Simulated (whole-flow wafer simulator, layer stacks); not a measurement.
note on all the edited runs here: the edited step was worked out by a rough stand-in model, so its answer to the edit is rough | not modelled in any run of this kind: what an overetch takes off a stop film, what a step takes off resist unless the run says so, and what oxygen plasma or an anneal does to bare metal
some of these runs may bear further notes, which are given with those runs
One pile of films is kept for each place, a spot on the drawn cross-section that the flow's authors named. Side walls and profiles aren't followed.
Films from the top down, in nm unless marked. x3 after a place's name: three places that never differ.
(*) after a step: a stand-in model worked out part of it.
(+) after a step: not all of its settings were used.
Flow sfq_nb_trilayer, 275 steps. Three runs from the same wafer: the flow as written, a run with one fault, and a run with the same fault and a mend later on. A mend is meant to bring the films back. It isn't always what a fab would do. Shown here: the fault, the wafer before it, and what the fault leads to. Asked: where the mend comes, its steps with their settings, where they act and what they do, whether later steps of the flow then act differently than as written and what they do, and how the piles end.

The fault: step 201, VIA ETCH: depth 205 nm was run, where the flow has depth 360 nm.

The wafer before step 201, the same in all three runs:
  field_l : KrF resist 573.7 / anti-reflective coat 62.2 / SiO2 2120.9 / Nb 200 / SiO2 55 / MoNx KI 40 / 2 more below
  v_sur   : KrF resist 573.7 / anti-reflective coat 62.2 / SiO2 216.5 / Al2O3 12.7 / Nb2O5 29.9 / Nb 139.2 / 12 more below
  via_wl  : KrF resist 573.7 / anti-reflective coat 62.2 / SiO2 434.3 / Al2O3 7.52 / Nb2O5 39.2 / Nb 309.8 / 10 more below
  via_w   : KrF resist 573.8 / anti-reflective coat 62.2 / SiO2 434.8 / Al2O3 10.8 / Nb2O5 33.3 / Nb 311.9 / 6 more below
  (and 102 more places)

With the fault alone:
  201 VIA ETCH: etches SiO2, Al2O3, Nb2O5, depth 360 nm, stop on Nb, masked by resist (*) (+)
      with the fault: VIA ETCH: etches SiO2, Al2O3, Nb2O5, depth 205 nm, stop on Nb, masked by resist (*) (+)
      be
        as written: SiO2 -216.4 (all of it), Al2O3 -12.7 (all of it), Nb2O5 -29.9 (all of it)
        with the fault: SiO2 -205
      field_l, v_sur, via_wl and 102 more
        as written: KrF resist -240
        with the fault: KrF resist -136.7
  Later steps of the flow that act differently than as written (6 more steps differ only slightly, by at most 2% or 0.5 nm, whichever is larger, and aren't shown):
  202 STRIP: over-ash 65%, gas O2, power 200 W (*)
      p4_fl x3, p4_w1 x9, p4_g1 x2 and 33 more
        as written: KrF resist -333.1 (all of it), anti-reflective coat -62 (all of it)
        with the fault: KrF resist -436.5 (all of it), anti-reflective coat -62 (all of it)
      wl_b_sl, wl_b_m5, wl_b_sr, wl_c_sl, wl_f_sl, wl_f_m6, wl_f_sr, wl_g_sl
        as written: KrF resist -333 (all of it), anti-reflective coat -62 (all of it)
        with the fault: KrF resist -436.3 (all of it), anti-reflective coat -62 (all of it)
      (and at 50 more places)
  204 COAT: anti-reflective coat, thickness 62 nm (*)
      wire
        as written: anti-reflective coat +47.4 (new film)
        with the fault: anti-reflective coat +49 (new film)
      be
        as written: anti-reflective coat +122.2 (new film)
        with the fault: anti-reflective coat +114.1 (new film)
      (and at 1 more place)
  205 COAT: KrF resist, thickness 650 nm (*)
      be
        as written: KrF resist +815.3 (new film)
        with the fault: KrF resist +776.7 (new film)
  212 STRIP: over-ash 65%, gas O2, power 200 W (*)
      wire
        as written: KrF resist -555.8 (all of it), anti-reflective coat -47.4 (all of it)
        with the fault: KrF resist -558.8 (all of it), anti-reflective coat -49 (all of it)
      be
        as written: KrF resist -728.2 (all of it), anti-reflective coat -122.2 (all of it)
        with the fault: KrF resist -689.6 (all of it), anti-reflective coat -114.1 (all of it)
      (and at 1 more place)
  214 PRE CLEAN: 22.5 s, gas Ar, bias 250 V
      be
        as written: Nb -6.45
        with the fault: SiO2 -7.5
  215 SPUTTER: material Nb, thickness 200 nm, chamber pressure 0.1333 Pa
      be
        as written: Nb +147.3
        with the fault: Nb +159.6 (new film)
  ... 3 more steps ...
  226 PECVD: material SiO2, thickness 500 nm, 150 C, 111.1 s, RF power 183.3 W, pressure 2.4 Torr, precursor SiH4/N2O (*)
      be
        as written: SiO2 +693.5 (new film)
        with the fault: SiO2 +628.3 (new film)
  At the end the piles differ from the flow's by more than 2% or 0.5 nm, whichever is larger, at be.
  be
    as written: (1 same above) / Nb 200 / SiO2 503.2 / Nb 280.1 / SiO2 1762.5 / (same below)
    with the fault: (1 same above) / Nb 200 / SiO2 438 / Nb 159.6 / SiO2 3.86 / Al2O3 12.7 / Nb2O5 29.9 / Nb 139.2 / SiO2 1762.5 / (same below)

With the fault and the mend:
  The mend comes after step 201.
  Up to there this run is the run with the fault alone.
  201a VIA ETCH: etches SiO2, Al2O3, Nb2O5, depth 155 nm, stop on Nb, masked by resist (*) (+) (the flow's step 201 once more, with other settings)
      field_l, v_sur, via_wl and 102 more
        KrF resist -103.3
      be
        SiO2 -11.4 (all of it), Al2O3 -12.7 (all of it), Nb2O5 -29.9 (all of it)
  No later step of the flow acts differently than as written at any place that is followed.
  At the end the piles are the same as the flow's at every place that both follow.
